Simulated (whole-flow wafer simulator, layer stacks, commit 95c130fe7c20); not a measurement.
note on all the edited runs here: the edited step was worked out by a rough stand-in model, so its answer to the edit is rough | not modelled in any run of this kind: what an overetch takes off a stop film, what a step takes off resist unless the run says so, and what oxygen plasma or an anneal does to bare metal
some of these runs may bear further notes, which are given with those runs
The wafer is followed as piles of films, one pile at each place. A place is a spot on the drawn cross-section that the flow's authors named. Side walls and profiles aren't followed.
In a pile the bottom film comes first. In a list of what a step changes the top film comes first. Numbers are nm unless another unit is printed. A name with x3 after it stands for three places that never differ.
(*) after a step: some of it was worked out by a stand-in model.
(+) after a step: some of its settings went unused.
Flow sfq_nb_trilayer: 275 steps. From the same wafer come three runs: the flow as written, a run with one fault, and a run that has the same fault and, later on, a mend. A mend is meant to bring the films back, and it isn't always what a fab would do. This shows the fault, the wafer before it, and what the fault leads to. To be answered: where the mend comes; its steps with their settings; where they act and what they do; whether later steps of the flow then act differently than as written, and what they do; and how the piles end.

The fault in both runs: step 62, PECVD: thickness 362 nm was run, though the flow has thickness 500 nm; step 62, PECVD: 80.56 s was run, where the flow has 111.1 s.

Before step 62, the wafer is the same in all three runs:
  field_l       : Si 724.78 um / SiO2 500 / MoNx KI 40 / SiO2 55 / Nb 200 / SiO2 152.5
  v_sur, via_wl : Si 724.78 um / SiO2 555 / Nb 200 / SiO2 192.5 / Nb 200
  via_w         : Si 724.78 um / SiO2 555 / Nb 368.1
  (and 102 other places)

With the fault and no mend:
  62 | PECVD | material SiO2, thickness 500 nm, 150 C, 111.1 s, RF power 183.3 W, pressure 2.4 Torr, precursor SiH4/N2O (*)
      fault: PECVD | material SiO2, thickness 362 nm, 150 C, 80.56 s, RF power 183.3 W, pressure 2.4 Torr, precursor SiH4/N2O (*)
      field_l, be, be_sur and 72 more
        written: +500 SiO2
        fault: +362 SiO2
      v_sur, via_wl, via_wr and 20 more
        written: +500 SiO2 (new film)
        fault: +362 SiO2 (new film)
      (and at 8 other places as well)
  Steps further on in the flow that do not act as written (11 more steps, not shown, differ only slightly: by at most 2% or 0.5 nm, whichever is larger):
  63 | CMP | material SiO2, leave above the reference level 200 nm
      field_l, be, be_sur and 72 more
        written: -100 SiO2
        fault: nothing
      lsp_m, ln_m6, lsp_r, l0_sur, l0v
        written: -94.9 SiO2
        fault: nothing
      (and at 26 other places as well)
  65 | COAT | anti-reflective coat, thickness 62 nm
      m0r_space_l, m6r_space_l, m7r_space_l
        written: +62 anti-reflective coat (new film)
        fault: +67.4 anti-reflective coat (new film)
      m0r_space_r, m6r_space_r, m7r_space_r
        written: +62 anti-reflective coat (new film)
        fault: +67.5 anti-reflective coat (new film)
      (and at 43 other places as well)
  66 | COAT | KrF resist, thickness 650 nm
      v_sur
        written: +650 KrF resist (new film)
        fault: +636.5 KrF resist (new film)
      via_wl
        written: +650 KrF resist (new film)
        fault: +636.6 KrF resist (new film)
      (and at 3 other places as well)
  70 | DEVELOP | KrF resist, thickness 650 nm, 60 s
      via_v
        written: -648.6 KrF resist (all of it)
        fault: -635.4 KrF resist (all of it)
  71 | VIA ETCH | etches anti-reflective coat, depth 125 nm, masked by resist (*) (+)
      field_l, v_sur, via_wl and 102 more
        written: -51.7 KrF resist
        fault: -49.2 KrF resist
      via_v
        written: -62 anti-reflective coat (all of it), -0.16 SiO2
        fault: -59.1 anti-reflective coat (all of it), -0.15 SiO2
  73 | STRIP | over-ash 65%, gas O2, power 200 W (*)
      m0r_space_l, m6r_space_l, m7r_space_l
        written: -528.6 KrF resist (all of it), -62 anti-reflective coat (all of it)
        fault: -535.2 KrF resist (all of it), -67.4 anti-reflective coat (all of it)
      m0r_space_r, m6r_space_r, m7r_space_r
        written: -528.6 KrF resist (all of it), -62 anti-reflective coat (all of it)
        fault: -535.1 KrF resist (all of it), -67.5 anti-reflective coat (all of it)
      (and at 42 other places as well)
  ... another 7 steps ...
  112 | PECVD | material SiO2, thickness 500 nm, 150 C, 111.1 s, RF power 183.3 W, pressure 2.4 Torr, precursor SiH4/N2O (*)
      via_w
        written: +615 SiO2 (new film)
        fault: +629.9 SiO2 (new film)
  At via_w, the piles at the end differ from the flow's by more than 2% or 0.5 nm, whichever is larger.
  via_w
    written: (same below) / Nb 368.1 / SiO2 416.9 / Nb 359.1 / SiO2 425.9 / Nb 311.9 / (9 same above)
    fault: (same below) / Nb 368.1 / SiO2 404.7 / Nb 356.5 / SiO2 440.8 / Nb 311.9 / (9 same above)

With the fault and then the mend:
  The mend stands after step 62.
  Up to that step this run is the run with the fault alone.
  62a | PECVD | material SiO2, thickness 138 nm, 150 C, 30.67 s, RF power 183.3 W, pressure 2.4 Torr, precursor SiH4/N2O (the flow's step 62 again, with other settings)
      field_l, v_sur, via_wl and 102 more
        +138 SiO2
      via_w
        +131.5 SiO2
  Steps further on in the flow that do not act as written:
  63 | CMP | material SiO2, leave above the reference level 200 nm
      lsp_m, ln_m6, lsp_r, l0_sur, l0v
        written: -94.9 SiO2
        mend: -100 SiO2
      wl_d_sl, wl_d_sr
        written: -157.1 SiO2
        mend: -100 SiO2
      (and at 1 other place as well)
  At every place that both follow, the piles at the end match the flow's.
